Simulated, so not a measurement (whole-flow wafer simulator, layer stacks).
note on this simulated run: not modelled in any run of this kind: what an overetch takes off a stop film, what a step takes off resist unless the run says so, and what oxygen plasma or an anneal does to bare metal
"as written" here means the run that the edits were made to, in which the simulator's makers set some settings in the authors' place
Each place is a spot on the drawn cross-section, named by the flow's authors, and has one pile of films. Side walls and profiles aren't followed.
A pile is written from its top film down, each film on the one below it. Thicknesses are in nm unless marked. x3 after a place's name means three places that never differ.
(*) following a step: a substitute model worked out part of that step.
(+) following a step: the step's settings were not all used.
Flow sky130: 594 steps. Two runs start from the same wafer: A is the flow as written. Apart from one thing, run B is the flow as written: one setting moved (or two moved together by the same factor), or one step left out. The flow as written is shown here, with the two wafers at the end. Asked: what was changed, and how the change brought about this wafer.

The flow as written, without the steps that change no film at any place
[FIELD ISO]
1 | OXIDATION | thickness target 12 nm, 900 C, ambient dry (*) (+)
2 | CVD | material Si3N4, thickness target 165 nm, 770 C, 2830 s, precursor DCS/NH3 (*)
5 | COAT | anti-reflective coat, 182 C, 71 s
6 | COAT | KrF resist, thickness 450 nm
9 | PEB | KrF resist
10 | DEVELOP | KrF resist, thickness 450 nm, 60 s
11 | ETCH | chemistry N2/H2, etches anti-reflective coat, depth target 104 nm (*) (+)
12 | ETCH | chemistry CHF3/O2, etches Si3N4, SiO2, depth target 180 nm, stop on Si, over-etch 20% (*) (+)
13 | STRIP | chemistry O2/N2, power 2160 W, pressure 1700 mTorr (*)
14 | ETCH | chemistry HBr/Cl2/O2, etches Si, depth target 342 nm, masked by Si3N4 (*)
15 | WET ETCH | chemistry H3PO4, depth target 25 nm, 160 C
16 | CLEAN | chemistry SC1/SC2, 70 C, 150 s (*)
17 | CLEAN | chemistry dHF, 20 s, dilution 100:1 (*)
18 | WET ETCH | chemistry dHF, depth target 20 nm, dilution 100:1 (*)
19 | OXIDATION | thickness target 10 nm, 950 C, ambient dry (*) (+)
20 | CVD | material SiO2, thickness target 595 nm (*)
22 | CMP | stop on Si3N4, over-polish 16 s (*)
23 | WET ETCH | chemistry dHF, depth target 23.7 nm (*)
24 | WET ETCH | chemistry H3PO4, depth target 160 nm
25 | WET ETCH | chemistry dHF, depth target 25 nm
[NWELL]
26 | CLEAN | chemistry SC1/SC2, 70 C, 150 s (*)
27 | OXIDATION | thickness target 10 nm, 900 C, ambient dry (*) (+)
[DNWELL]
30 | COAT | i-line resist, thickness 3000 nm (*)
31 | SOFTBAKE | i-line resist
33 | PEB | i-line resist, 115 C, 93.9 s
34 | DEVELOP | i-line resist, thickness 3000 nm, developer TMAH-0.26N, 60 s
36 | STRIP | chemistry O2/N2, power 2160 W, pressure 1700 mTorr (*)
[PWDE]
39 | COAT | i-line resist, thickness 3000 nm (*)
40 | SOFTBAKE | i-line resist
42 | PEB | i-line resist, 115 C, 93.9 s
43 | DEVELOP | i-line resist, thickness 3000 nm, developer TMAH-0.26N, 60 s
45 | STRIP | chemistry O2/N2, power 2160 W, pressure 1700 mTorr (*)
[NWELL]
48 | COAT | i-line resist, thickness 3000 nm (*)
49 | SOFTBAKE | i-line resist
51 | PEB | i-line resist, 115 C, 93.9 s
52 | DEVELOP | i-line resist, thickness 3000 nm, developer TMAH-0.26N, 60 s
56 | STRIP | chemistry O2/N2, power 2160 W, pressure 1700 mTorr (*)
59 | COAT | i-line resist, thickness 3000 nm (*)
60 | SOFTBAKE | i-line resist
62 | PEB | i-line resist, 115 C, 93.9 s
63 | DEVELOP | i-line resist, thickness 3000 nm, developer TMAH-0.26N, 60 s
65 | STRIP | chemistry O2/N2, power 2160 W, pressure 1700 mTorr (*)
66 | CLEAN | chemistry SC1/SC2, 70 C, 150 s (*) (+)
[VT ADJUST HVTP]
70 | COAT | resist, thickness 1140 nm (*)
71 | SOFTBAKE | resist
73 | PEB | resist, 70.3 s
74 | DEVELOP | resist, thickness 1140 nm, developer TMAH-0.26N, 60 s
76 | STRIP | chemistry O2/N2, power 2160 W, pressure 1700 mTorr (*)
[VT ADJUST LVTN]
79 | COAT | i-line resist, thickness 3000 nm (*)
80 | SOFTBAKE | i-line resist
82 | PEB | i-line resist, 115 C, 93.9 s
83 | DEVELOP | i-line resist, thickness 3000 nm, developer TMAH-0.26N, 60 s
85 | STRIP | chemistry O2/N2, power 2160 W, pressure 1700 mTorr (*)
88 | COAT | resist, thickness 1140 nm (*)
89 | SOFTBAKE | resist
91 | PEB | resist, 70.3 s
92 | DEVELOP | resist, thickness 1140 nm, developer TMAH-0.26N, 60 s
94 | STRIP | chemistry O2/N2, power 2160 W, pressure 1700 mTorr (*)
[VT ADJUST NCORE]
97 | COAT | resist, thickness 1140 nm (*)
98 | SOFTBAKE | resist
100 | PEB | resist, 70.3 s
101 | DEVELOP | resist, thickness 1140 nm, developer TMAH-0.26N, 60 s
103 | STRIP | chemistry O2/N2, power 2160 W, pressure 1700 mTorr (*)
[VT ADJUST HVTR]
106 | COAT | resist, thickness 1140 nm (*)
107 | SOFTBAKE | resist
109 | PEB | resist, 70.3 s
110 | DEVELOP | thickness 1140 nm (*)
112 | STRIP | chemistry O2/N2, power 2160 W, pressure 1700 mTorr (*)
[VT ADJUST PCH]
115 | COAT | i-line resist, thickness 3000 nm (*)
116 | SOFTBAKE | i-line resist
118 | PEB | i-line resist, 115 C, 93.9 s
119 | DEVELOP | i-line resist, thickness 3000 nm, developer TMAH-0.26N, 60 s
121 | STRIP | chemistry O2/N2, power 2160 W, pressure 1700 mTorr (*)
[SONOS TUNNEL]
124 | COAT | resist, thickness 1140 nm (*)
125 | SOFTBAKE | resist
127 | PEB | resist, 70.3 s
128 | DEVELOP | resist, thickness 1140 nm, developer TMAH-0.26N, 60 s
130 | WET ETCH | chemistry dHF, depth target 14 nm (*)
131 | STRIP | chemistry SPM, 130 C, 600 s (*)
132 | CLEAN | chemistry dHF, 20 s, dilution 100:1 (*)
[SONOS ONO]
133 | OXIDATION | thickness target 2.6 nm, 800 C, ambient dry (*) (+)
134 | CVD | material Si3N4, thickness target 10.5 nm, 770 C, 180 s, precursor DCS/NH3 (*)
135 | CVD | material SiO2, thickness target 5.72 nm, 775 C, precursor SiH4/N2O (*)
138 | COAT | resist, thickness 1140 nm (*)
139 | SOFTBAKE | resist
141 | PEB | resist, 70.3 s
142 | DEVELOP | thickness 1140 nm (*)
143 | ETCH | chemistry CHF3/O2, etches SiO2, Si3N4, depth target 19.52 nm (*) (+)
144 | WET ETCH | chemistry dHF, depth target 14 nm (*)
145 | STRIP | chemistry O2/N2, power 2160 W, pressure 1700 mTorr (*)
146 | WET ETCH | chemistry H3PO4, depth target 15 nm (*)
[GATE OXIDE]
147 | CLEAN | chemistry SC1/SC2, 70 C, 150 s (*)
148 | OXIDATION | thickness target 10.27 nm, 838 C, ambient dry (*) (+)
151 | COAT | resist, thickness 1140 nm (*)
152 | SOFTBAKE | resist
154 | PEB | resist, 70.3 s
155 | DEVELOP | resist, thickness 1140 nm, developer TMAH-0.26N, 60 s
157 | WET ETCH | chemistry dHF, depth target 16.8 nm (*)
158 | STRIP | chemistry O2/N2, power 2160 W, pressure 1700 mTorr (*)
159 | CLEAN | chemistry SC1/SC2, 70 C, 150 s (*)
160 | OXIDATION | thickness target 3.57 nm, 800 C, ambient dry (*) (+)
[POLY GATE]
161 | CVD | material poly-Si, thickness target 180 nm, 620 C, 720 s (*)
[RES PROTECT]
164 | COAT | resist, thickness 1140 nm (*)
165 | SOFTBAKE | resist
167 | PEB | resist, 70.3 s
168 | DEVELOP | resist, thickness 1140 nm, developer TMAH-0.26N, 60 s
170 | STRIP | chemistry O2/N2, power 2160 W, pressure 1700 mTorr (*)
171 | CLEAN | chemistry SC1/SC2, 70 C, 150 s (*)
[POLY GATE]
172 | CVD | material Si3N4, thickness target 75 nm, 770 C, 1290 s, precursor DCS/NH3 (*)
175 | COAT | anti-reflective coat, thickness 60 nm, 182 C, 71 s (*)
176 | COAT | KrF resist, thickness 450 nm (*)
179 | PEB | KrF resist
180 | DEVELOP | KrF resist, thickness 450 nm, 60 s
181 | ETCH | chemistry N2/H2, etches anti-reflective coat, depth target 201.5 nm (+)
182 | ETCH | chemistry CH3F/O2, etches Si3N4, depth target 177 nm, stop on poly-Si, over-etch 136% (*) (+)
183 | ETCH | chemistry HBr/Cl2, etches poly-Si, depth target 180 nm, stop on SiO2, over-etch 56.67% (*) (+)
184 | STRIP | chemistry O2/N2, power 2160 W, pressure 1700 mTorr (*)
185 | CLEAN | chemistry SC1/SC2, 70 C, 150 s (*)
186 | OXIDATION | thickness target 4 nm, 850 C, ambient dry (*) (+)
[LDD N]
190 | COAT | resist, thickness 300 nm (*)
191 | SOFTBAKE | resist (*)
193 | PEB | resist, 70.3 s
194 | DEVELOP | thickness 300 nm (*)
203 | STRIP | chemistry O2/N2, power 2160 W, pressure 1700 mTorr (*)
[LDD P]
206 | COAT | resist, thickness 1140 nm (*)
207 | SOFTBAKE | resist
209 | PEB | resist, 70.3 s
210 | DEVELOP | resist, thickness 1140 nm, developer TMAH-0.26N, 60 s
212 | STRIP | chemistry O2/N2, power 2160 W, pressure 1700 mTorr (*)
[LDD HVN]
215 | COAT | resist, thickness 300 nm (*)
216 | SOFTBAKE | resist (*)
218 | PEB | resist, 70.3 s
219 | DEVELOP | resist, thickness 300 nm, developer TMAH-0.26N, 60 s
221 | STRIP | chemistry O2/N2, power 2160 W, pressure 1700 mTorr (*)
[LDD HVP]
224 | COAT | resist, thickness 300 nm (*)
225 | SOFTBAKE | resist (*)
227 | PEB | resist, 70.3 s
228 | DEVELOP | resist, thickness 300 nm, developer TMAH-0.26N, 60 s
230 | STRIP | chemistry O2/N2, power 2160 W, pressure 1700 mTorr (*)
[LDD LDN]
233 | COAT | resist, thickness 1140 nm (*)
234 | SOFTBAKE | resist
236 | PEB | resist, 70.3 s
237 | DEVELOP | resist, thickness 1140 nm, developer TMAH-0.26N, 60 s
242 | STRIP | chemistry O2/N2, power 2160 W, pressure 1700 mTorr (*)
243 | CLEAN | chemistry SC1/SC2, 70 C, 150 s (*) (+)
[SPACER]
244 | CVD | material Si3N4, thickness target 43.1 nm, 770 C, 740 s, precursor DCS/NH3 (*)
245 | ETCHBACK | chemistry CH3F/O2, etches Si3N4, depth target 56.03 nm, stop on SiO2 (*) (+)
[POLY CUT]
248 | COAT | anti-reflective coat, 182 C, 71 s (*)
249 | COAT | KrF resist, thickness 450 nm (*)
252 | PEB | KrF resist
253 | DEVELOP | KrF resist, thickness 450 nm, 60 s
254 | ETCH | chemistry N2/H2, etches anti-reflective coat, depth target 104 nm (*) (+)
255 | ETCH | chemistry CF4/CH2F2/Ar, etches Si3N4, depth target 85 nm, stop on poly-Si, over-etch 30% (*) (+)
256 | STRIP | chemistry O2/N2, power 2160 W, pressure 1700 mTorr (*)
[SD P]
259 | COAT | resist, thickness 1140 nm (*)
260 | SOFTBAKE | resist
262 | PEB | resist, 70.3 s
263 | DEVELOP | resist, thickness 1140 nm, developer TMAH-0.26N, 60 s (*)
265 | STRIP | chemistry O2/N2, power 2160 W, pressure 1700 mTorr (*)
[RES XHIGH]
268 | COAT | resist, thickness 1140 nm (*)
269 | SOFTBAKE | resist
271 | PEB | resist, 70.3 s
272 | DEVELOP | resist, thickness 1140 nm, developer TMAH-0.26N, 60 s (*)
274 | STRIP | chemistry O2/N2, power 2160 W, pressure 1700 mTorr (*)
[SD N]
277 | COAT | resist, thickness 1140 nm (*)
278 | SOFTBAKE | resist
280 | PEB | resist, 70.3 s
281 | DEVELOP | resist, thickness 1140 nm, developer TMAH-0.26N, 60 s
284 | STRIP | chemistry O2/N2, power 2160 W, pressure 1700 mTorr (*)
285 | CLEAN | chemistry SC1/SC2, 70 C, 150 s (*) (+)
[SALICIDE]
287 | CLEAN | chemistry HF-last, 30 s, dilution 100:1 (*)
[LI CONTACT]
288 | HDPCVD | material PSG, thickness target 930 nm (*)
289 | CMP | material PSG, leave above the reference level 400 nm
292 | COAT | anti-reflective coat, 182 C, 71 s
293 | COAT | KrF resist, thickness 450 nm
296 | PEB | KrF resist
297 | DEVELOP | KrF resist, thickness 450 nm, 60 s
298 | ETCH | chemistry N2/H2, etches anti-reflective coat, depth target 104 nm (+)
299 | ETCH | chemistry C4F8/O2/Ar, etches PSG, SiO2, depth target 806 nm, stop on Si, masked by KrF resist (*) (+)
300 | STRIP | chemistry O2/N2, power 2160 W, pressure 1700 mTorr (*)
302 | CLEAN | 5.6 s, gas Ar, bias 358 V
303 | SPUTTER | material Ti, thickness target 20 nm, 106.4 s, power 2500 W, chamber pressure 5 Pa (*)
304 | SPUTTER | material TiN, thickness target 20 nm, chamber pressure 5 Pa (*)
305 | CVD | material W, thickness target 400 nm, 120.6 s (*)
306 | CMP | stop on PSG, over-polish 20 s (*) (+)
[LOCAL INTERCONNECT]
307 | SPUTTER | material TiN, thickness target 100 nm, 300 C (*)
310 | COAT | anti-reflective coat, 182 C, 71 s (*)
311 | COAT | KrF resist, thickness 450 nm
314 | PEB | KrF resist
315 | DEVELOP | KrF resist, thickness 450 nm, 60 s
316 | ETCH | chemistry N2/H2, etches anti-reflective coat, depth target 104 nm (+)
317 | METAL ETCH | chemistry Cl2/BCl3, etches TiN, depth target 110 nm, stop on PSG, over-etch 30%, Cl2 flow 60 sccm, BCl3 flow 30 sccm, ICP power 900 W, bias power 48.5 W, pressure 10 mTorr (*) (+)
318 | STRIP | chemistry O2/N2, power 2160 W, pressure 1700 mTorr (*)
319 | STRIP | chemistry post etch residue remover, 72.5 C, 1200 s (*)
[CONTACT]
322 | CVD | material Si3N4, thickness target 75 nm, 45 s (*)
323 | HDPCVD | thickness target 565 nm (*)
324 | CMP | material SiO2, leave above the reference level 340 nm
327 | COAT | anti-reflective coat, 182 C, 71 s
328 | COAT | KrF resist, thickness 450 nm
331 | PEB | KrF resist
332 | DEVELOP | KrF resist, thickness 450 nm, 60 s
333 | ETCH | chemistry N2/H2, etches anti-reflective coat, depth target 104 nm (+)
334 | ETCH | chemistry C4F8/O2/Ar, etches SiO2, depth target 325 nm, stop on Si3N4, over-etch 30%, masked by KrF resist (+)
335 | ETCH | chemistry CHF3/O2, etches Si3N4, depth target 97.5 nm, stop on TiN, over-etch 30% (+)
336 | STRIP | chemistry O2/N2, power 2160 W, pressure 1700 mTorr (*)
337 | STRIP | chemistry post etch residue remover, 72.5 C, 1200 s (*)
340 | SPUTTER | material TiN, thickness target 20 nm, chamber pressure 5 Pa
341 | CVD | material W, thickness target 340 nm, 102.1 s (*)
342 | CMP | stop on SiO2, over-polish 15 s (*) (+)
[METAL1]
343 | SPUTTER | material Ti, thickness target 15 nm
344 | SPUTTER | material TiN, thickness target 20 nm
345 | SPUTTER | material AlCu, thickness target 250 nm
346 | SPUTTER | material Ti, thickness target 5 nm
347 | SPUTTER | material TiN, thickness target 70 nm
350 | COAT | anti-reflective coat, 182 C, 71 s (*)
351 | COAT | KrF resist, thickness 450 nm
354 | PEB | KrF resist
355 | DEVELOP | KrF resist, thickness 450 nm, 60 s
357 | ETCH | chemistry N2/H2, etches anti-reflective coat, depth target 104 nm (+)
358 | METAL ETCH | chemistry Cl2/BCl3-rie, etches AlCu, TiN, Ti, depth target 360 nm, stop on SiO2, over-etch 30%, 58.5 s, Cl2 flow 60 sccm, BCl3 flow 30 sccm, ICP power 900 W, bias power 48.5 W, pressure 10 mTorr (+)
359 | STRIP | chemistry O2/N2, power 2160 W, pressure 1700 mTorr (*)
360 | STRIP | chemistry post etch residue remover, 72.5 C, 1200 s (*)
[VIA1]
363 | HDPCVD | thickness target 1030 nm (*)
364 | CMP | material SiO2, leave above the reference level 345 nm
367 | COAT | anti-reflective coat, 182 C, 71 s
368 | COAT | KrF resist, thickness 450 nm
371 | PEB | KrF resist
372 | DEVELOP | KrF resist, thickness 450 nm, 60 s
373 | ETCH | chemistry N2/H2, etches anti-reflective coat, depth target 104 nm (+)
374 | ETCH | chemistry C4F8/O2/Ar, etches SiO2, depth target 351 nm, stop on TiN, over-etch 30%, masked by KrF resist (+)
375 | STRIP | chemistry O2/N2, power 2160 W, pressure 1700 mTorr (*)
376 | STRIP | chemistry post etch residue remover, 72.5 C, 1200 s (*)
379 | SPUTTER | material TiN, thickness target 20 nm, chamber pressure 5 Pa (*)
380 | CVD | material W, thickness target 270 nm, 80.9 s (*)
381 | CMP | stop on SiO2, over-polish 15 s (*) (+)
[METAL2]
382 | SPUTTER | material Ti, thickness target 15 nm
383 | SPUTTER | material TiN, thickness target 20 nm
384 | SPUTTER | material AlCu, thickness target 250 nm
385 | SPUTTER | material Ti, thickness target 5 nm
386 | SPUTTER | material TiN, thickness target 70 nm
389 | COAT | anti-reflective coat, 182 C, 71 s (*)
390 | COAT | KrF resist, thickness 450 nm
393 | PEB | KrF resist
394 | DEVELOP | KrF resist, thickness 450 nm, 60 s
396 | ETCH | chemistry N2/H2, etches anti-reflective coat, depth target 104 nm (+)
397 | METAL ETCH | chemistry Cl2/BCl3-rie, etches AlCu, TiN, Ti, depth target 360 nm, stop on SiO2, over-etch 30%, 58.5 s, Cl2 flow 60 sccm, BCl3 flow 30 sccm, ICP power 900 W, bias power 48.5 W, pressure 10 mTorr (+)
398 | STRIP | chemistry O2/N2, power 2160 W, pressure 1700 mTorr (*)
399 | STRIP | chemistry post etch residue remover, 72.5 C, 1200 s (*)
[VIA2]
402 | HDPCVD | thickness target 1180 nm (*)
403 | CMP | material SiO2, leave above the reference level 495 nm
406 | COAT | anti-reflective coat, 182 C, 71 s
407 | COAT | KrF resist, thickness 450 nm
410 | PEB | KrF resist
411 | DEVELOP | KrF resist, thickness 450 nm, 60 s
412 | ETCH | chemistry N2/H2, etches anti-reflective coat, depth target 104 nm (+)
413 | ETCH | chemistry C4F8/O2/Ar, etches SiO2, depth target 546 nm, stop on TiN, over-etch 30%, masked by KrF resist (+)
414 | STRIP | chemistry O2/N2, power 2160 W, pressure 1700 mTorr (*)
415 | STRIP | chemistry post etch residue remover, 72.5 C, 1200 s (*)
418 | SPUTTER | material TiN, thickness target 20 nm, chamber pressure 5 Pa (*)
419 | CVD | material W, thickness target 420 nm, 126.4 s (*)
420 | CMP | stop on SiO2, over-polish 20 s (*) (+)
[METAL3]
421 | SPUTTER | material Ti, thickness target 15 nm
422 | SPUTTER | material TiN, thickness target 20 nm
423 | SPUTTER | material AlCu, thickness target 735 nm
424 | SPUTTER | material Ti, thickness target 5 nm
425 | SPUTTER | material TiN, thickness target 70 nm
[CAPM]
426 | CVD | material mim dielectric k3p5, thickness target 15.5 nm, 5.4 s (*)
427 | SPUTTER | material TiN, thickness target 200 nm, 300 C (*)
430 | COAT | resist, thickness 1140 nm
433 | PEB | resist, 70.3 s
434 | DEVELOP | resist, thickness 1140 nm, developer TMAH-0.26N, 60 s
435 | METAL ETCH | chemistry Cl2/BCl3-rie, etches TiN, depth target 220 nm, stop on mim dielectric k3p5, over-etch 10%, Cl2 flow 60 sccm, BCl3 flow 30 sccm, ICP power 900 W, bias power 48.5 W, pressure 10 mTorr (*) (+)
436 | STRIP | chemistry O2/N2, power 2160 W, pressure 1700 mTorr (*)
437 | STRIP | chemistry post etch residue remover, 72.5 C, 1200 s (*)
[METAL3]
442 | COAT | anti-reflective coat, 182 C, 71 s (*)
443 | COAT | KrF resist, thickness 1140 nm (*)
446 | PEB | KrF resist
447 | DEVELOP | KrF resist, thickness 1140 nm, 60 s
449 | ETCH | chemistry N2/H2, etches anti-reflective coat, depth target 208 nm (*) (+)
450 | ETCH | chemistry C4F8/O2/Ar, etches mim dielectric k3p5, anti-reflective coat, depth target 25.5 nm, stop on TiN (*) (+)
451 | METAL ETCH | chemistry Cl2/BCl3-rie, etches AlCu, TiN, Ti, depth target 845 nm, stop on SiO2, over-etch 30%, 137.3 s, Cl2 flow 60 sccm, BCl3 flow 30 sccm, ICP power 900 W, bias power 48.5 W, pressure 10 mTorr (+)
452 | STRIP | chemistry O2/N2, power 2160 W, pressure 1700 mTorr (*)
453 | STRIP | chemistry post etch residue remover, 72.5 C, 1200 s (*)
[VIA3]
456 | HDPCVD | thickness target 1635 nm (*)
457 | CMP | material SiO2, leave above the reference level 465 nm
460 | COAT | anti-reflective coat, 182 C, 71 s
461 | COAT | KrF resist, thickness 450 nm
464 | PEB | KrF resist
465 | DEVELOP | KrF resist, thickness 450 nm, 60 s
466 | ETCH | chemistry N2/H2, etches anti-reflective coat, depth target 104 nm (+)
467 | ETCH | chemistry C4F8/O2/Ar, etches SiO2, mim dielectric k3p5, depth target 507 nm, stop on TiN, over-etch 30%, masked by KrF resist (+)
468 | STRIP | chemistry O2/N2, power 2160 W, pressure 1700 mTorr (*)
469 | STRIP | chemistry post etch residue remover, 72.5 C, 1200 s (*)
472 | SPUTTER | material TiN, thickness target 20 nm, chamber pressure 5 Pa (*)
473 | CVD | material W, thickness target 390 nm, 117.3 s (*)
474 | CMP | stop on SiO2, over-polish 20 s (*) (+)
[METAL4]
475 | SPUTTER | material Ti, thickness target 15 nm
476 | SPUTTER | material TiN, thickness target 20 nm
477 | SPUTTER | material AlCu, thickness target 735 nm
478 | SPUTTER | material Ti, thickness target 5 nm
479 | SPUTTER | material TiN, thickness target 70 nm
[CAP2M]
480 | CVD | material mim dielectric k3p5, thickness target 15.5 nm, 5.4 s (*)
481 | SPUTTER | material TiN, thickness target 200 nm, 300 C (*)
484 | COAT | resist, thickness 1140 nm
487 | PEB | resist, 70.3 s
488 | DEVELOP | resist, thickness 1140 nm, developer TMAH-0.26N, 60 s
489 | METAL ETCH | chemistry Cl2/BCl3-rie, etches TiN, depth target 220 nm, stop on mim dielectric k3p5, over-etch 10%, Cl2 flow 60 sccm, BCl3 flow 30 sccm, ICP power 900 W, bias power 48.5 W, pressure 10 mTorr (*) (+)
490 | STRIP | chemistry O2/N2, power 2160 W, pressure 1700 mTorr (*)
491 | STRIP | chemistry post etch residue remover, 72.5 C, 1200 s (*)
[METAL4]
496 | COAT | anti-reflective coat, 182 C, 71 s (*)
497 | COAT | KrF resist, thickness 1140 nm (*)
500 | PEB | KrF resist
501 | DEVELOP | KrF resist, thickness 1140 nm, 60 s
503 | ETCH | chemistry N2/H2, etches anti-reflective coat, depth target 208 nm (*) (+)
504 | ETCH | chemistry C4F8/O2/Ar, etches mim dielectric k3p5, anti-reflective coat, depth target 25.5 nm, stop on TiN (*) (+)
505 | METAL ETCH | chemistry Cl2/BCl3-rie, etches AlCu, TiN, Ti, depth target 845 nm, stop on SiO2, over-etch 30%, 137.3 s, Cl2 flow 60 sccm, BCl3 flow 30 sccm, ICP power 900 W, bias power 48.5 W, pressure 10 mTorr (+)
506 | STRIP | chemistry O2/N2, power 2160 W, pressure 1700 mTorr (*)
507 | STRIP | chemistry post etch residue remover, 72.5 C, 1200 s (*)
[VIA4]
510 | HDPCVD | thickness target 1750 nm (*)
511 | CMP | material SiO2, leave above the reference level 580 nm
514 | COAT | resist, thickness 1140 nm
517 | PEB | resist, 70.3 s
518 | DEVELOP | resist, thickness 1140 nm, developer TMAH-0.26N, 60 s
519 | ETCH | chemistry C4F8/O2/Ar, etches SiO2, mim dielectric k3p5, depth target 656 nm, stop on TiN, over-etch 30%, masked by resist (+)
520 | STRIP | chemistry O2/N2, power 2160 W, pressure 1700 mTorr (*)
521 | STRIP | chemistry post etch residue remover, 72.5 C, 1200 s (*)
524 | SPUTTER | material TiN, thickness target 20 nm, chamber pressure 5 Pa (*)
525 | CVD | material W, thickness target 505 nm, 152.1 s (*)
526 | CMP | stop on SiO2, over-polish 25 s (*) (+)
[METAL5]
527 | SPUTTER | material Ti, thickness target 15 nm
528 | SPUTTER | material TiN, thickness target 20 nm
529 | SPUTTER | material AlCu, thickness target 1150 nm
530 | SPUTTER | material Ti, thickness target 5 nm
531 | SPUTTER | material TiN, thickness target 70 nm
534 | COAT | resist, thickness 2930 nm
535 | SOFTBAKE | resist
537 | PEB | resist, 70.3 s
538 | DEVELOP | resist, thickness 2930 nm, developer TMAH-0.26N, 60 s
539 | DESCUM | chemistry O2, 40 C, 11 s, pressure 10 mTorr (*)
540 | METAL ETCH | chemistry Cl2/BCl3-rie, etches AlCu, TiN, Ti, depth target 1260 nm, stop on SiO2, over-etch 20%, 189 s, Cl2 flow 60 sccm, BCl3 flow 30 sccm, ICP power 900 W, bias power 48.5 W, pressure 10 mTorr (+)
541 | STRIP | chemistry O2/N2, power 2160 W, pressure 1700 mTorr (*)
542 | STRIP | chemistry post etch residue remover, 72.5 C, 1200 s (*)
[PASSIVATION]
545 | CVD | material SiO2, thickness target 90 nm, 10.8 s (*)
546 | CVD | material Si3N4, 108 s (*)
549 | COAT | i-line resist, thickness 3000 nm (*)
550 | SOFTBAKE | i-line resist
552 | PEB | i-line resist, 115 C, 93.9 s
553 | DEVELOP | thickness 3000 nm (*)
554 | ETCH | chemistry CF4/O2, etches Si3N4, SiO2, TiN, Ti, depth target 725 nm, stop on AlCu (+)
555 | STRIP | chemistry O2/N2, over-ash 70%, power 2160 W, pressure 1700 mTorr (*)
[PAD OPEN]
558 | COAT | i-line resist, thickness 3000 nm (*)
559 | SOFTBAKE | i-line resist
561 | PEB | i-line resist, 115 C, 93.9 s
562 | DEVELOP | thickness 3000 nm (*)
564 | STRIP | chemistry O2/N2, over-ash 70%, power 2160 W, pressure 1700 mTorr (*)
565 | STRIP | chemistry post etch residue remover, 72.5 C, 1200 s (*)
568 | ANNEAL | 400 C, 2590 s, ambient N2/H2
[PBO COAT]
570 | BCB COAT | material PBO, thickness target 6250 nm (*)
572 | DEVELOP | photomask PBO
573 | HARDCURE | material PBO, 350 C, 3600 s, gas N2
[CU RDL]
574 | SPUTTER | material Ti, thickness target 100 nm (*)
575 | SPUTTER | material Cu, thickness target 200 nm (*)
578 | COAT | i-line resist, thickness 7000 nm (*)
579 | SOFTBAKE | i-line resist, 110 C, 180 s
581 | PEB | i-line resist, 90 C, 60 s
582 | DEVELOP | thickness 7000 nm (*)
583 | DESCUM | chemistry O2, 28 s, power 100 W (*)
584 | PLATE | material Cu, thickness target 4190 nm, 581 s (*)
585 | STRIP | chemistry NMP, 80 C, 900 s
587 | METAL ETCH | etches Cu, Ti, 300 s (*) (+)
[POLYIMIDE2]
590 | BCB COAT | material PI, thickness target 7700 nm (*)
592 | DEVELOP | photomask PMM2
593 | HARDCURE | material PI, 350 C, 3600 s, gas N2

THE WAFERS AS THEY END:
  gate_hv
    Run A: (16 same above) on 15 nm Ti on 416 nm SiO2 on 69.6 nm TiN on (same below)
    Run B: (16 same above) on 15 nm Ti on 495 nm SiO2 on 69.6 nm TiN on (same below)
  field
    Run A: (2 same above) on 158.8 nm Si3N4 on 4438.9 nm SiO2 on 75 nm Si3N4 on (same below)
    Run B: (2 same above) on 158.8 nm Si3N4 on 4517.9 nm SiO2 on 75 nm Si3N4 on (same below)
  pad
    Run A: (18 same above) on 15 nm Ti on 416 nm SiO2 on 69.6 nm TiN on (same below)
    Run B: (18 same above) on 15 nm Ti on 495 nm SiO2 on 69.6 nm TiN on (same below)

The reason: step 403, CMP: leave above the reference level 574 nm was run, whereas the flow has leave above the reference level 495 nm.

The path from the change to this, step by step:
  403 | CMP | material SiO2, leave above the reference level 495 nm
      n_well, p_well, gate_hv and 101 more: A -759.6 SiO2 | B -680.6 SiO2
      field, active, gate and 82 more: A -389.1 SiO2 | B -310.1 SiO2
      (and at 2 other places as well)
  413 | ETCH | chemistry C4F8/O2/Ar, etches SiO2, depth target 546 nm, stop on TiN, over-etch 30%, masked by KrF resist (+)
      m1: A -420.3 SiO2 (all of it) | B -499.3 SiO2 (all of it)
      via2_hole: A -419.8 SiO2 (all of it) | B -498.8 SiO2 (all of it)
  418 | SPUTTER | material TiN, thickness target 20 nm, chamber pressure 5 Pa (*)
      m1, via2_hole: A +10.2 TiN | B +9.18 TiN
  419 | CVD | material W, thickness target 420 nm, 126.4 s (*)
      m1: A +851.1 W (new film) | B +931.1 W (new film)
      via2_hole: A +850.7 W (new film) | B +930.7 W (new film)
